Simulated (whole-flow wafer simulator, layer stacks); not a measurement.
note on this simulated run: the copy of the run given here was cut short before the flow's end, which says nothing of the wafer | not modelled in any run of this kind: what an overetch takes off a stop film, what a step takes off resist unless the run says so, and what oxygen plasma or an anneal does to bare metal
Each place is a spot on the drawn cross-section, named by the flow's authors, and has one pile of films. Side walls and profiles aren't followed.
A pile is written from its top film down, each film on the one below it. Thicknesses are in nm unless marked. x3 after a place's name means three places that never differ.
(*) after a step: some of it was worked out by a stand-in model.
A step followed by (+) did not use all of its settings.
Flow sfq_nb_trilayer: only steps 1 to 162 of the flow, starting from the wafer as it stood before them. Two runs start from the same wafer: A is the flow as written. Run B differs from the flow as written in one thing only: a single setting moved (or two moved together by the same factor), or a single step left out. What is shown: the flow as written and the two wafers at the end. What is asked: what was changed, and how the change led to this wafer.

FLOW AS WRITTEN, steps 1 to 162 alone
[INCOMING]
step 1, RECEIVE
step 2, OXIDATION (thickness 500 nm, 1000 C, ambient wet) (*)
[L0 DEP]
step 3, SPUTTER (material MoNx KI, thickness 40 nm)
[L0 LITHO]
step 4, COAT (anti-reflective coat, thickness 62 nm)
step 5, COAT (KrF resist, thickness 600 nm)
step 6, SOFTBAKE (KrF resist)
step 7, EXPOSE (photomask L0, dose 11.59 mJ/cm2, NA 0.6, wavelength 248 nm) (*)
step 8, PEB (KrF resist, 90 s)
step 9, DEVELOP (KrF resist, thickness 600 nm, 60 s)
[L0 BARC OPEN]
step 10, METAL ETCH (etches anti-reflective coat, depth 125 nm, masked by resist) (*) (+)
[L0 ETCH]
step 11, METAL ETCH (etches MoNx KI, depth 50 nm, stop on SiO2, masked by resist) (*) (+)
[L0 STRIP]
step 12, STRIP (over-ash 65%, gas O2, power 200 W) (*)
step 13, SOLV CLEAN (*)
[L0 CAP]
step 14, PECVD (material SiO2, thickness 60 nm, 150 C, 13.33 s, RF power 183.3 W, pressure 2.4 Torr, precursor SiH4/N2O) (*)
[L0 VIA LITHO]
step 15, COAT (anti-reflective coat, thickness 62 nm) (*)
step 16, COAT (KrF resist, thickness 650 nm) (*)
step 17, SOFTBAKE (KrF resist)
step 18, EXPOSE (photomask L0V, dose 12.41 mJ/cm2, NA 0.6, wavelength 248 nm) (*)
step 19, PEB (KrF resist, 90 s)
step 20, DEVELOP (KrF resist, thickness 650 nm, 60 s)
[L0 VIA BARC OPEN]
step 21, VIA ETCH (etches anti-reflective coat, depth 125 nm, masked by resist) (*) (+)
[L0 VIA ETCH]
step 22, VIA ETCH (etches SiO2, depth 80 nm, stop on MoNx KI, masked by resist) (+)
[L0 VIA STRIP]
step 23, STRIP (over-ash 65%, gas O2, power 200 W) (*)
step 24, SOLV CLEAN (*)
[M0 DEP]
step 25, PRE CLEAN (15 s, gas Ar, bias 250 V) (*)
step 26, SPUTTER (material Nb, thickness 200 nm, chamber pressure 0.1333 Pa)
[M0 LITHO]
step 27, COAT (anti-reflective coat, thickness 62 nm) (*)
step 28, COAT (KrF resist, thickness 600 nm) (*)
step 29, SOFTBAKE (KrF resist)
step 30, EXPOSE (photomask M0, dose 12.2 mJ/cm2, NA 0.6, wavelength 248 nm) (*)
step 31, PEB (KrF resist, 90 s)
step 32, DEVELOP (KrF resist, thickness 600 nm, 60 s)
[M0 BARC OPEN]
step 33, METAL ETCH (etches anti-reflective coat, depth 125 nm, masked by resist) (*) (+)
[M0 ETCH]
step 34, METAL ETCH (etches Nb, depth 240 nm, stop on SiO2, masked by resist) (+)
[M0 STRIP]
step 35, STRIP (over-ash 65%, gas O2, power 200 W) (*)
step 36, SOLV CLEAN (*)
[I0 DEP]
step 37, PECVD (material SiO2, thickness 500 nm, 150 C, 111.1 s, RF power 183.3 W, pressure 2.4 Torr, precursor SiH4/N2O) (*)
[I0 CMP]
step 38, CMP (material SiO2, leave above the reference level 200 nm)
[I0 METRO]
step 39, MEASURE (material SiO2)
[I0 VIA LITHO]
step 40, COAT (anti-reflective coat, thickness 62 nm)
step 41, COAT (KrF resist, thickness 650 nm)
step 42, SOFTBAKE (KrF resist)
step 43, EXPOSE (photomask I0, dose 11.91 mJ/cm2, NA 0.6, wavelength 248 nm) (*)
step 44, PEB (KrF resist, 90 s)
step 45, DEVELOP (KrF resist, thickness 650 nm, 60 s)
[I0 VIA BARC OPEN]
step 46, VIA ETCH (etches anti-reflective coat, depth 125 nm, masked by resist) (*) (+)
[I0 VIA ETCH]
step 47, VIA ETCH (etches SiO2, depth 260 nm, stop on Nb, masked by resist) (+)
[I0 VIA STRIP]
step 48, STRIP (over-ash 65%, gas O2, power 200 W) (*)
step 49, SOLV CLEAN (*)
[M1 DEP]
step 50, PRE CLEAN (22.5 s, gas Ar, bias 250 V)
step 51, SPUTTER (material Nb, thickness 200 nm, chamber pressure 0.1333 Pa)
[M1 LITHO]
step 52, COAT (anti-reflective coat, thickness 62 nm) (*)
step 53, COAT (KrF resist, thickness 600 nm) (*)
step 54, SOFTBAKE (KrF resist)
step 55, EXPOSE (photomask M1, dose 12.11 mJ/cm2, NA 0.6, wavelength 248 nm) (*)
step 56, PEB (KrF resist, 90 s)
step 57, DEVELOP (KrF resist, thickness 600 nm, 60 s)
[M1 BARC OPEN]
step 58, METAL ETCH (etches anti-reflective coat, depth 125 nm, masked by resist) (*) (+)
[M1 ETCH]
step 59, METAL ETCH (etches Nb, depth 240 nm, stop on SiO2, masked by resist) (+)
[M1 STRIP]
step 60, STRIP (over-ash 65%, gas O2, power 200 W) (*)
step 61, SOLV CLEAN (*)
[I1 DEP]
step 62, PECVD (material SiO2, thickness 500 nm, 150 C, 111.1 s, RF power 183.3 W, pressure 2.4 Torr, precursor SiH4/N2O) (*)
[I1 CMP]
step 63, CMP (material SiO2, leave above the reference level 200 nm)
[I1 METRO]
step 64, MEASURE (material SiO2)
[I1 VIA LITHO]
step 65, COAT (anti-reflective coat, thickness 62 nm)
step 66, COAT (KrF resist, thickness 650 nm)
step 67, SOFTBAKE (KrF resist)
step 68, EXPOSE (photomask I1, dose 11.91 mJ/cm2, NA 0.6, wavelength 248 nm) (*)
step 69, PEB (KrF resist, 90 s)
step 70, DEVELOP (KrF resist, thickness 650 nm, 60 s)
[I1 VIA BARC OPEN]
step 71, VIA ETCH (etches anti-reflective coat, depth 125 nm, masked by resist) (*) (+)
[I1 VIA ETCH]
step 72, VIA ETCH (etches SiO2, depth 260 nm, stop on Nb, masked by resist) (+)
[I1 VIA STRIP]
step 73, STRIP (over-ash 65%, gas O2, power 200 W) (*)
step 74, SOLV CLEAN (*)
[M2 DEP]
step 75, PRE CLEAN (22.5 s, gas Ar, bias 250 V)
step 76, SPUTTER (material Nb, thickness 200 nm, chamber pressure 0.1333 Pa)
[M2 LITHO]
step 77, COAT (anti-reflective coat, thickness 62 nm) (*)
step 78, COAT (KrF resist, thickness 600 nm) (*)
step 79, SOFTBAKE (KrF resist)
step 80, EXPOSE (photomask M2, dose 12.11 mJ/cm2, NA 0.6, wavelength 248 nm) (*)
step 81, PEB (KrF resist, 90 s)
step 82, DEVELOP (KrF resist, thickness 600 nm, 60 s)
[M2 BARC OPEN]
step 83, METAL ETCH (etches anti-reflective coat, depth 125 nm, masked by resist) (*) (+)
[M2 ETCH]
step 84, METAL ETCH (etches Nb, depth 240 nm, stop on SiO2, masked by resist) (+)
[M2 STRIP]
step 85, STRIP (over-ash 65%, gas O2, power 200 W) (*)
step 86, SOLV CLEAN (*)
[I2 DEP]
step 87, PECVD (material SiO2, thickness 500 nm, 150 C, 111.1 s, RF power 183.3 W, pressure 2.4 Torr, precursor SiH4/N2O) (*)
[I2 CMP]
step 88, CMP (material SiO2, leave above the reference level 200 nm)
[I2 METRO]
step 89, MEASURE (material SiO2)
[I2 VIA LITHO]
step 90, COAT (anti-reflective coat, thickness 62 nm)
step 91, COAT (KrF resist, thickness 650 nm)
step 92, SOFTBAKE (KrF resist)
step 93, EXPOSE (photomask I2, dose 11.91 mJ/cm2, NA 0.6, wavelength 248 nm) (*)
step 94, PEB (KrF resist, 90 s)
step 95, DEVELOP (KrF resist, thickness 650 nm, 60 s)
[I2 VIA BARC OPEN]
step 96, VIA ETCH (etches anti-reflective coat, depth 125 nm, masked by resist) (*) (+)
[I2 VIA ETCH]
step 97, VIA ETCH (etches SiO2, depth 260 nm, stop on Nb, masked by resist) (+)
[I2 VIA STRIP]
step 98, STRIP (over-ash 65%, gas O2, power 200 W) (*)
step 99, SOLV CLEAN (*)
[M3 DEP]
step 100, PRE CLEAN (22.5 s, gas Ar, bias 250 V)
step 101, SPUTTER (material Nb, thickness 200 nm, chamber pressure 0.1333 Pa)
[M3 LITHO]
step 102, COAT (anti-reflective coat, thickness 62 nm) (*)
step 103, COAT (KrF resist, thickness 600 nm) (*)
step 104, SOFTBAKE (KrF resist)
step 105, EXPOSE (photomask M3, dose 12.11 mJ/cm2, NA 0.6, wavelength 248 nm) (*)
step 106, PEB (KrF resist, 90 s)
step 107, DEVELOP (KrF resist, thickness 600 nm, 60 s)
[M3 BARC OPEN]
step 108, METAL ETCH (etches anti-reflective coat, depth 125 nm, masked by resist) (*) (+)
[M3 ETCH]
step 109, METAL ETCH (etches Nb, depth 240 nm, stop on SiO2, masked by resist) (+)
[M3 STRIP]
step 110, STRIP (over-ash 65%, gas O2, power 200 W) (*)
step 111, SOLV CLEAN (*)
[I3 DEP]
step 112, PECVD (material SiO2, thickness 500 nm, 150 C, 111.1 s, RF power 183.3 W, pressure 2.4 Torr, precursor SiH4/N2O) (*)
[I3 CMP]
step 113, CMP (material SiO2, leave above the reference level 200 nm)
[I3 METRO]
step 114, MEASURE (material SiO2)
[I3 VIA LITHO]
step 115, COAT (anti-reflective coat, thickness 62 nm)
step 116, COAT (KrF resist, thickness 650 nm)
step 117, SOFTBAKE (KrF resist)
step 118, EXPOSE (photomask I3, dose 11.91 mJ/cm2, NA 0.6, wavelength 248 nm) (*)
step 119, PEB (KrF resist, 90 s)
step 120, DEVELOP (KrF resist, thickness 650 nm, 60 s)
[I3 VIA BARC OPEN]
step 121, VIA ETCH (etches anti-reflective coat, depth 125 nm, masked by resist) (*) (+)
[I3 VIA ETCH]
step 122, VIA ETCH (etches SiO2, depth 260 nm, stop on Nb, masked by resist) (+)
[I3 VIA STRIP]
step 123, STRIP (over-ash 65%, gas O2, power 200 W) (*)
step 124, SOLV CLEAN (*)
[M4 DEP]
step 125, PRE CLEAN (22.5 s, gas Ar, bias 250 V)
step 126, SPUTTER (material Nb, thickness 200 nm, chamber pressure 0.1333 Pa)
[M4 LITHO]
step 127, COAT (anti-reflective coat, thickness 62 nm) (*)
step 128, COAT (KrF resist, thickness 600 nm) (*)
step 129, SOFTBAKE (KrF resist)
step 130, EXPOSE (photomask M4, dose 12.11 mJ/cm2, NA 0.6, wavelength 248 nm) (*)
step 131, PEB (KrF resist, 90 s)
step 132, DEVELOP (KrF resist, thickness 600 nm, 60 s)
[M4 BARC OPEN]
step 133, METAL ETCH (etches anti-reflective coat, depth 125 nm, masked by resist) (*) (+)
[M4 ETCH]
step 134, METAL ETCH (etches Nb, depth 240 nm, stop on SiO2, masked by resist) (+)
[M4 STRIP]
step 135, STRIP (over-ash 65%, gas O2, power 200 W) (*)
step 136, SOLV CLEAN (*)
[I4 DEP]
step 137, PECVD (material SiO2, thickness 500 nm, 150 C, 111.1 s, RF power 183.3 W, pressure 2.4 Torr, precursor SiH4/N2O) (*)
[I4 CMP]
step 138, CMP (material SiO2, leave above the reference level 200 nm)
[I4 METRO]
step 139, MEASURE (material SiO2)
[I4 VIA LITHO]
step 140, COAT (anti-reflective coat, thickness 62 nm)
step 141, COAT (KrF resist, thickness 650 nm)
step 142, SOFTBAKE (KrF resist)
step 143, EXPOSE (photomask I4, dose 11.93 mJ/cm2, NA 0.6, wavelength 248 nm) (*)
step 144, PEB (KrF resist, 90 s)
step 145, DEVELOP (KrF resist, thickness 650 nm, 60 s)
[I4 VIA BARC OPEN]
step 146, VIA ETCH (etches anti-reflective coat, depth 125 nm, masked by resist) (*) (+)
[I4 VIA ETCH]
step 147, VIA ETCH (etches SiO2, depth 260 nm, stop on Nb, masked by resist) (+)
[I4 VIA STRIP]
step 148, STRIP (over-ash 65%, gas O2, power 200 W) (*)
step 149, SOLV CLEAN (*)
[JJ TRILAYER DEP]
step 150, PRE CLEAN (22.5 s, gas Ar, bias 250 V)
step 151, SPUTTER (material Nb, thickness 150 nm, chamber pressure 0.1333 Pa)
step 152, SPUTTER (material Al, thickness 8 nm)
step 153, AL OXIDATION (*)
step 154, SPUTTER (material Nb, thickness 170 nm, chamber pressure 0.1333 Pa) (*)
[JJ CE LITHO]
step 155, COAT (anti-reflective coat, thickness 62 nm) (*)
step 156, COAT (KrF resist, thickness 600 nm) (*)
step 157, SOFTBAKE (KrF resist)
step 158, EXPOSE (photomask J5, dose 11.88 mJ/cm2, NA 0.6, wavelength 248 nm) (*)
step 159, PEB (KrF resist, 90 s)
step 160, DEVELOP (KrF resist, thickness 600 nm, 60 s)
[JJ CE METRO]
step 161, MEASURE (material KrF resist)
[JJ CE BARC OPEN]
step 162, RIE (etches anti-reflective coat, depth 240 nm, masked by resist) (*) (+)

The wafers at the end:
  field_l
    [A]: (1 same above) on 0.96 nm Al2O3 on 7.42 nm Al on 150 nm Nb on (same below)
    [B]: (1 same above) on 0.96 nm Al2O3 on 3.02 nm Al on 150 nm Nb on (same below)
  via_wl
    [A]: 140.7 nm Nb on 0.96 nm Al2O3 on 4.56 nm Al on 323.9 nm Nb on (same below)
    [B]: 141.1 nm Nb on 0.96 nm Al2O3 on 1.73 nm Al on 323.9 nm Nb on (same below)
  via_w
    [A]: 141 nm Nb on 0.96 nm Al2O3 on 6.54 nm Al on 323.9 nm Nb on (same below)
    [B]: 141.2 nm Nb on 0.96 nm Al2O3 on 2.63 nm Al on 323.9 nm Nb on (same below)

What caused this: step 152, SPUTTER: thickness 3.6 nm was run, whereas the flow has thickness 8 nm.

How this came from the change, step by step:
  step 152, SPUTTER (material Al, thickness 8 nm)
      field_l, v_sur, via_sp and 100 more: A +8 Al (new film) | B +3.6 Al (new film)
      via_wl, via_wr: A +5.14 Al (new film) | B +2.31 Al (new film)
      (and at 1 other place as well)
  step 155, COAT (anti-reflective coat, thickness 62 nm) (*)
      via_wl, via_wr: A +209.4 anti-reflective coat (new film) | B +202.9 anti-reflective coat (new film)
      via_w: A +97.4 anti-reflective coat (new film) | B +95.3 anti-reflective coat (new film)
  step 162, RIE (etches anti-reflective coat, depth 240 nm, masked by resist) (*) (+)
      ce_l, c5j, ce_r, wl_jj: A -209.4 KrF resist | B -202.9 KrF resist
      via_wl, via_wr: A -209.4 anti-reflective coat (all of it) | B -202.9 anti-reflective coat (all of it)
      (and at 1 other place as well)
